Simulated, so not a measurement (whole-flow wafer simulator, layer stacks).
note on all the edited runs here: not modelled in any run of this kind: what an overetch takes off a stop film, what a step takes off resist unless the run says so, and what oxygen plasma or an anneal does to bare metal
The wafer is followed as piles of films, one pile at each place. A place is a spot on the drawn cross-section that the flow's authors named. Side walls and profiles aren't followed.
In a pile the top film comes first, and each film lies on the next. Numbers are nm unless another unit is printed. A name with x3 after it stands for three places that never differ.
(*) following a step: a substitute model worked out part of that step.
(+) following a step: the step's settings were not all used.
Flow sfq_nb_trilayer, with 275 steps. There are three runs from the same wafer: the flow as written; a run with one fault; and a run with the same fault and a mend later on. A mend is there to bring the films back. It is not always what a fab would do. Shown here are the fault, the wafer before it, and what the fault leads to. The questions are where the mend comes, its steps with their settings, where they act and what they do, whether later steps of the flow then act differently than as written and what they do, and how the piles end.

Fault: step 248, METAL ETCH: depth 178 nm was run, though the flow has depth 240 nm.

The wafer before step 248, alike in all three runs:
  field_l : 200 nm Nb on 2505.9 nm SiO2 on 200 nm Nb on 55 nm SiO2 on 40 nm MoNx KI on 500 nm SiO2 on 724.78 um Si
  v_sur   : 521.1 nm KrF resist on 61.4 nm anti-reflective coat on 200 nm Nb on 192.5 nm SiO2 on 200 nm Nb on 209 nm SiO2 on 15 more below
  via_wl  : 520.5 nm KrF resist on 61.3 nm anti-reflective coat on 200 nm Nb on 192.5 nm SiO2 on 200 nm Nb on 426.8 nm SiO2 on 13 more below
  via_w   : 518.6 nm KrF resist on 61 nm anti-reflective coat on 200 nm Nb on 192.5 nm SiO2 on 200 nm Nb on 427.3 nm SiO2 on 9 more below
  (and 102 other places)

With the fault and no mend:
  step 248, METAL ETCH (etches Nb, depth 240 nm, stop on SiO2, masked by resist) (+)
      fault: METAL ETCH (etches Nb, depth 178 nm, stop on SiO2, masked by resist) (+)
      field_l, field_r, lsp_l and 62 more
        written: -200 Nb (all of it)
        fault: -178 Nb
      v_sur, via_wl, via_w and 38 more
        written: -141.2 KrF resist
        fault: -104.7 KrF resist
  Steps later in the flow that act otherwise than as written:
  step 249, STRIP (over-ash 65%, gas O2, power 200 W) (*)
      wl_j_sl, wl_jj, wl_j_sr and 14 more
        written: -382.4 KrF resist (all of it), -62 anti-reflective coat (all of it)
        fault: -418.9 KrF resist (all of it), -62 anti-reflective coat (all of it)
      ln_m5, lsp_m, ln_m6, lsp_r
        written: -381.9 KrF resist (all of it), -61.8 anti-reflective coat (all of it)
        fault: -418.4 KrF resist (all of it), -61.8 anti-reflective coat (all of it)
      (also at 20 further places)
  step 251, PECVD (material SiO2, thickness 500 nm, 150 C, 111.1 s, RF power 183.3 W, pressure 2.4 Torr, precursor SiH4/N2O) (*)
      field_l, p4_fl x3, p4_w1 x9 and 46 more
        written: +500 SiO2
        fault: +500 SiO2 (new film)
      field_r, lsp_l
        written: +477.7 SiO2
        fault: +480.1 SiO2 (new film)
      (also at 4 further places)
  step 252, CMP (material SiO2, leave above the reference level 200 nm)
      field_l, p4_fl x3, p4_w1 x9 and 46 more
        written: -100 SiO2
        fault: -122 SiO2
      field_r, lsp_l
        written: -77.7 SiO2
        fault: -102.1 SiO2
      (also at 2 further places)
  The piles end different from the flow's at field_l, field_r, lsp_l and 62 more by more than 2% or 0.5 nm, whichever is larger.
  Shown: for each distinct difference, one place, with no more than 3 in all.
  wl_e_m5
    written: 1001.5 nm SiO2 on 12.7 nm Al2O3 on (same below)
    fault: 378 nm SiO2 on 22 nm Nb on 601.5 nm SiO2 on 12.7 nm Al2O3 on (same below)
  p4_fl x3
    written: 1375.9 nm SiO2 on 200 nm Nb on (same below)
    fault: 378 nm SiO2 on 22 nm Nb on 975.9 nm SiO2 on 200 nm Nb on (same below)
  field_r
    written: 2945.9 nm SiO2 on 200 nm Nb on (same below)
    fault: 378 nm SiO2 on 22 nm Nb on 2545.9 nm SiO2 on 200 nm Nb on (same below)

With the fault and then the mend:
  The mend stands after step 248.
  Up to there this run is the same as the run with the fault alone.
  step 248a, METAL ETCH (etches Nb, depth 62 nm, stop on SiO2, masked by resist) (+) (the flow's step 248 again, with other settings)
      field_l, field_r, lsp_l and 62 more
        -22 Nb (all of it)
      v_sur, via_wl, via_w and 38 more
        -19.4 KrF resist
  Steps later in the flow that act otherwise than as written:
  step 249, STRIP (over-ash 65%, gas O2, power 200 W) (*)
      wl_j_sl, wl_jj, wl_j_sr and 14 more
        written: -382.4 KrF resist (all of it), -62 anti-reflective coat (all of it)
        mend: -399.4 KrF resist (all of it), -62 anti-reflective coat (all of it)
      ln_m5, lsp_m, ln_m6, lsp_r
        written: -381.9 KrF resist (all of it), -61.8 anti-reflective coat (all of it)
        mend: -399 KrF resist (all of it), -61.8 anti-reflective coat (all of it)
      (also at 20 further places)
  At every place that both follow, the piles at the end match the flow's.
